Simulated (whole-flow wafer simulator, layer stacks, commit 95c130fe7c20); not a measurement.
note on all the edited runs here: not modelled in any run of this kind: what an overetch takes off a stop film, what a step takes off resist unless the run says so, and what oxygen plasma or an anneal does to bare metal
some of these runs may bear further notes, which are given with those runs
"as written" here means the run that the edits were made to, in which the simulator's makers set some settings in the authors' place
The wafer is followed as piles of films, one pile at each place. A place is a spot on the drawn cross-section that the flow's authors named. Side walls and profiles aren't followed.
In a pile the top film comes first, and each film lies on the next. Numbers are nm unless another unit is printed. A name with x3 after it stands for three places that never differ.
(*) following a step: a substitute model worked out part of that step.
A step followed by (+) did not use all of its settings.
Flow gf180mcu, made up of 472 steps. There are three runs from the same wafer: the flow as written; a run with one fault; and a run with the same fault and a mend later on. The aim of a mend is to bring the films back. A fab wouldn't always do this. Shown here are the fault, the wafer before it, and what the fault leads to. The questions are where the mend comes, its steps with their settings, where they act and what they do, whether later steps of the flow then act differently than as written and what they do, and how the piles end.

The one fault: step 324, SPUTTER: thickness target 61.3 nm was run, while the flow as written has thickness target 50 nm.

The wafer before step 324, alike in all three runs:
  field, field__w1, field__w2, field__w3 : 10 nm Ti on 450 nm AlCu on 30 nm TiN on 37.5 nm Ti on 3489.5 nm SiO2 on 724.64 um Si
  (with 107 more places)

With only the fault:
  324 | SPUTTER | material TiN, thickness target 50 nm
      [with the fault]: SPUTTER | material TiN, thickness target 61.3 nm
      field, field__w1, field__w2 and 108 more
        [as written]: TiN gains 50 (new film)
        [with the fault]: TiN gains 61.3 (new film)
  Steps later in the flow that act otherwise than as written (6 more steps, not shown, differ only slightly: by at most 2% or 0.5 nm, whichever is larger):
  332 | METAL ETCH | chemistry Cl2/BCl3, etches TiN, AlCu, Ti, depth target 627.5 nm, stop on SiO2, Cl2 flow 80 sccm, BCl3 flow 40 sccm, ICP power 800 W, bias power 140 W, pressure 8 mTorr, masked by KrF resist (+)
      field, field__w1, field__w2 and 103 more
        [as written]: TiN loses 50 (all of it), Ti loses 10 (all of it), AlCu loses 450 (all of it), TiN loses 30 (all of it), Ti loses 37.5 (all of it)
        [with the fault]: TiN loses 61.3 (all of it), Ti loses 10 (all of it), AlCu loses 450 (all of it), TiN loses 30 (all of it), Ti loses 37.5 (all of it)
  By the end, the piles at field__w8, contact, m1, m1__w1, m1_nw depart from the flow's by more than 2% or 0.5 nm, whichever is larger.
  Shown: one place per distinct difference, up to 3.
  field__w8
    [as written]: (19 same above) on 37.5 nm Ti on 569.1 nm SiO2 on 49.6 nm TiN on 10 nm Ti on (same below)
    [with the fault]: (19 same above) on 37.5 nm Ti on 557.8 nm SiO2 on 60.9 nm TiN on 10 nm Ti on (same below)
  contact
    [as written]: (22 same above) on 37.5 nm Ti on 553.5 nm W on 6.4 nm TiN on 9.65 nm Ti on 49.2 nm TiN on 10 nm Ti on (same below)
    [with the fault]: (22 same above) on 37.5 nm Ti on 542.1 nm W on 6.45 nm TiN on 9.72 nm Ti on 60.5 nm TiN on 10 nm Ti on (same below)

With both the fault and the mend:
  After step 331 comes the mend.
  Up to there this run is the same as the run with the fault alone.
  331a | STRIP | chemistry O2/N2, power 2160 W, pressure 1700 mTorr (*)
      field__w8, contact, m1, m1__w1, m1_nw
        KrF resist loses 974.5 (all of it)
  331b | METAL ETCH | chemistry Cl2/BCl3, etches TiN, AlCu, Ti, depth target 11.3 nm, Cl2 flow 80 sccm, BCl3 flow 40 sccm, ICP power 800 W, bias power 140 W, pressure 8 mTorr (a further turn of the flow's step 260, with different settings)
      field, field__w1, field__w2 and 108 more
        TiN loses 11.3
  331c | HMDS | 120 C, 60 s (a further turn of the flow's step 326)
      alters no film at any place that is followed
  331d | COAT | KrF resist, thickness 1000 nm (a further turn of the flow's step 327)
      field, field__w1, field__w2 and 108 more
        KrF resist gains 1000 (new film)
  331e | SOFTBAKE | KrF resist (a further turn of the flow's step 328)
      alters no film at any place that is followed
  331f | EXPOSE | photomask Metal3 (a further turn of the flow's step 329)
      alters no film at any place that is followed
  331g | PEB | KrF resist, 135 C, 90 s (a further turn of the flow's step 330)
      field, field__w1, field__w2 and 108 more
        KrF resist loses 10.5
  331h | DEVELOP | thickness 1000 nm, 60 s (a further turn of the flow's step 331)
      field, field__w1, field__w2 and 103 more
        KrF resist loses 989.5 (all of it)
      field__w8, contact, m1, m1__w1, m1_nw
        KrF resist loses 14.9
  None of the later steps of the flow acts differently than as written at any place that is followed.
  At every place that both follow, the piles at the end match the flow's.
